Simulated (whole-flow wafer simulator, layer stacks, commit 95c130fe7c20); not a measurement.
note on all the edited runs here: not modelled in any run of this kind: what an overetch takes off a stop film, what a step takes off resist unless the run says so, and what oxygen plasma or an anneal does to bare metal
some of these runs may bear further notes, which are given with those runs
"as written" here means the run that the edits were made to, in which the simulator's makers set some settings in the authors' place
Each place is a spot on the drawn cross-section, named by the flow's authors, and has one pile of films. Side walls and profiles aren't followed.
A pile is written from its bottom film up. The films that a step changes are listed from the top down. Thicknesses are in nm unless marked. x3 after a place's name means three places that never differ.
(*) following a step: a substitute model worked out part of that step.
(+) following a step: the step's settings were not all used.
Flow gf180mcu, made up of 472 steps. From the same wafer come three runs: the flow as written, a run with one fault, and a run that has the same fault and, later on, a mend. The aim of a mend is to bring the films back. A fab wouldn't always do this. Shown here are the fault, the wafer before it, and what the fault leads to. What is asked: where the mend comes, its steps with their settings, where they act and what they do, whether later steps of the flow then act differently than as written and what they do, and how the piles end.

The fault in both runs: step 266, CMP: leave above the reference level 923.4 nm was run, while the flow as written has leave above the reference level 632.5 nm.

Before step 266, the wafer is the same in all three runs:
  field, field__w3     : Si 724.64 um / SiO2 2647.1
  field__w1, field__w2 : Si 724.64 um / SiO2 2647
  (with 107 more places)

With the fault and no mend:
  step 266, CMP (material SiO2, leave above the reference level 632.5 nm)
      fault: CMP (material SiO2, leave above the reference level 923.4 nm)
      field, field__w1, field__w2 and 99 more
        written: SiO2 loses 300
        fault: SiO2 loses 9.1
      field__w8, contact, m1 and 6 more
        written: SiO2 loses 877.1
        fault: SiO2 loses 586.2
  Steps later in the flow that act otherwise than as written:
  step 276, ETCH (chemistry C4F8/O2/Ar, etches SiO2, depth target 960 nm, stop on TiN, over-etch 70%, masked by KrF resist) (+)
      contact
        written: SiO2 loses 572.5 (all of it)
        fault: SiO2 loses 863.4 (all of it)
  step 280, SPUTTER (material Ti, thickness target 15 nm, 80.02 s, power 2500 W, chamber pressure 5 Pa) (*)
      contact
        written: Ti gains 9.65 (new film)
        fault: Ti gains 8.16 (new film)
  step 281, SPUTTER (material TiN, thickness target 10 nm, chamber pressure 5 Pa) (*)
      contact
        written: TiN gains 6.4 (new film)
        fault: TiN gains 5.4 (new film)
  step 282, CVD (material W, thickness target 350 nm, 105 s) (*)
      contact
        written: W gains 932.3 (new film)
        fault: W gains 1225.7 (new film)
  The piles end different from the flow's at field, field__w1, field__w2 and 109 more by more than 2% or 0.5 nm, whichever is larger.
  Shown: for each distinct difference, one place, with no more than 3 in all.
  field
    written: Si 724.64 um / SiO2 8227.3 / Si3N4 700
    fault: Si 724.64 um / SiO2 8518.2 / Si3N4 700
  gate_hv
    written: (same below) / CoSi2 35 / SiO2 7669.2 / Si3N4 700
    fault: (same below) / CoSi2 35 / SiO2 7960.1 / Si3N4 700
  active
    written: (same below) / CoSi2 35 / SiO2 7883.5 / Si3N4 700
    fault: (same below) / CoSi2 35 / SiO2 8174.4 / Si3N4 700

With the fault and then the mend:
  After step 274 comes the mend.
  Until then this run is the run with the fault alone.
  step 274a, STRIP (chemistry O2/N2, power 2160 W, pressure 1700 mTorr) (*)
      field, field__w1, field__w2 and 107 more
        KrF resist loses 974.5 (all of it), anti-reflective coat loses 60 (all of it)
      contact
        anti-reflective coat loses 60 (all of it)
  step 274b, CMP (material SiO2, leave above the reference level 632.5 nm) (the flow's step 266 again)
      field, field__w1, field__w2 and 108 more
        SiO2 loses 290.9
  step 274c, HMDS (120 C, 60 s) (the flow's step 268 again)
      alters no film at any place that is followed
  step 274d, COAT (anti-reflective coat, thickness 60 nm, 182 C, 71 s) (the flow's step 269 again)
      field, field__w1, field__w2 and 108 more
        anti-reflective coat gains 60 (new film)
  step 274e, COAT (KrF resist, thickness 1000 nm) (the flow's step 270 again)
      field, field__w1, field__w2 and 108 more
        KrF resist gains 1000 (new film)
  step 274f, SOFTBAKE (KrF resist) (the flow's step 271 again)
      alters no film at any place that is followed
  step 274g, EXPOSE (photomask Via1) (the flow's step 272 again)
      alters no film at any place that is followed
  step 274h, PEB (KrF resist, 135 C, 90 s) (the flow's step 273 again)
      field, field__w1, field__w2 and 108 more
        KrF resist loses 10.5
  step 274i, DEVELOP (KrF resist, thickness 1000 nm, 60 s) (the flow's step 274 again)
      field, field__w1, field__w2 and 107 more
        KrF resist loses 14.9
      contact
        KrF resist loses 989.5 (all of it)
  None of the later steps of the flow acts differently than as written at any place that is followed.
  At every place that both follow, the piles at the end match the flow's.
